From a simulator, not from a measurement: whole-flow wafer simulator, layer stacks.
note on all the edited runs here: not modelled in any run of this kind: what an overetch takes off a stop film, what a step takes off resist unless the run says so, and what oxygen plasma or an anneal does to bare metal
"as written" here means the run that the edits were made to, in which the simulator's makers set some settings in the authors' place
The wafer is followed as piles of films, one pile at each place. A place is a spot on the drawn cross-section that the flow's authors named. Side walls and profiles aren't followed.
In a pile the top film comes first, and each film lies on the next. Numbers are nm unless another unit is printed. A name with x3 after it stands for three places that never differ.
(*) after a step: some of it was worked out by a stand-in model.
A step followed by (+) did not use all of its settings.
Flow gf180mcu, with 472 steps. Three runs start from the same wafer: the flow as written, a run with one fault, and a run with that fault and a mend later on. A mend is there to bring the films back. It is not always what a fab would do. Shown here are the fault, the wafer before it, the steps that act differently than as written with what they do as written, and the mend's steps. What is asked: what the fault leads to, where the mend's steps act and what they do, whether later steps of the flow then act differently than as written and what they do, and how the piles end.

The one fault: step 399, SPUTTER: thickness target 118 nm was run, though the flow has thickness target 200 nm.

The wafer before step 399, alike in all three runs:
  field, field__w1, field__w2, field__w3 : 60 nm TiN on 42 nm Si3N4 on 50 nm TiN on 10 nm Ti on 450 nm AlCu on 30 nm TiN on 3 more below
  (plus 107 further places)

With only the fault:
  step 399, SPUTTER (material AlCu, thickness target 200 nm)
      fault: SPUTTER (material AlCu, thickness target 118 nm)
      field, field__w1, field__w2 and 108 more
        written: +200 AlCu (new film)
        fault: +118 AlCu (new film)
  Steps later in the flow that act otherwise than as written (3 other steps are not shown; they differ only slightly, by no more than 2% or 0.5 nm, whichever is larger):
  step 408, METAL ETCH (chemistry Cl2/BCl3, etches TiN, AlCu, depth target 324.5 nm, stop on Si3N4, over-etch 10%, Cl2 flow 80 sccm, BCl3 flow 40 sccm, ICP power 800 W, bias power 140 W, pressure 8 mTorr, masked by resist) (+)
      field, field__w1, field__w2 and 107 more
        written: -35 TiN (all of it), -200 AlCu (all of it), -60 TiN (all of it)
        fault: -35 TiN (all of it), -118 AlCu (all of it), -60 TiN (all of it)
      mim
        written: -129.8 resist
        fault: -93.7 resist
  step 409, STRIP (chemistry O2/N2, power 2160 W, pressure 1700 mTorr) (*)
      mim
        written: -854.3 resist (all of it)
        fault: -890.4 resist (all of it)
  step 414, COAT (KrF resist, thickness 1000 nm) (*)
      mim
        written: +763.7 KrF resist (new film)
        fault: +827.1 KrF resist (new film)
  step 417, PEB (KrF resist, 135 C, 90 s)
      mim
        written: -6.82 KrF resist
        fault: -7.82 KrF resist
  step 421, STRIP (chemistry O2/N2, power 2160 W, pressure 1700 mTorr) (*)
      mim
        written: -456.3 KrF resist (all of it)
        fault: -518.7 KrF resist (all of it)
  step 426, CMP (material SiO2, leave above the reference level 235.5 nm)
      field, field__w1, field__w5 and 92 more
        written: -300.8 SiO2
        fault: -382.8 SiO2
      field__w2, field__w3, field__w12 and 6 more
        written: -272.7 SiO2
        fault: -354.7 SiO2
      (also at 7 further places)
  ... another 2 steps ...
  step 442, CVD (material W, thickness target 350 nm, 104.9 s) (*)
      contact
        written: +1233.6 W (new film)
        fault: +1150.9 W (new film)
  By the end, the piles at field__w4, field__w8, contact, m1, m1__w1, mim, mim_1p0, m1_nw depart from the flow's by more than 2% or 0.5 nm, whichever is larger.
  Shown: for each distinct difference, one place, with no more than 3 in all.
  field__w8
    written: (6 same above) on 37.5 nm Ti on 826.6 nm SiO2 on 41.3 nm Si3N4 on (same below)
    fault: (6 same above) on 37.5 nm Ti on 744.6 nm SiO2 on 41.3 nm Si3N4 on (same below)
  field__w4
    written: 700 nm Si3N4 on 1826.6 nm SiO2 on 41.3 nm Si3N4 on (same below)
    fault: 700 nm Si3N4 on 1744.6 nm SiO2 on 41.3 nm Si3N4 on (same below)
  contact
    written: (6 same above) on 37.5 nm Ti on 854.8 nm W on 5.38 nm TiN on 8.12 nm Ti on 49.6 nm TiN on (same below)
    fault: (6 same above) on 37.5 nm Ti on 772.1 nm W on 5.64 nm TiN on 8.51 nm Ti on 49.6 nm TiN on (same below)

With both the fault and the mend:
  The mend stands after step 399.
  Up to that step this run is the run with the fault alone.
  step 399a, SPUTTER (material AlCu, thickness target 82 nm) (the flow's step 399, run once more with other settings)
      field, field__w1, field__w2 and 108 more
        +82 AlCu
  None of the later steps of the flow acts differently than as written at any place that is followed.
  The piles end the same as the flow's at every place that both follow.
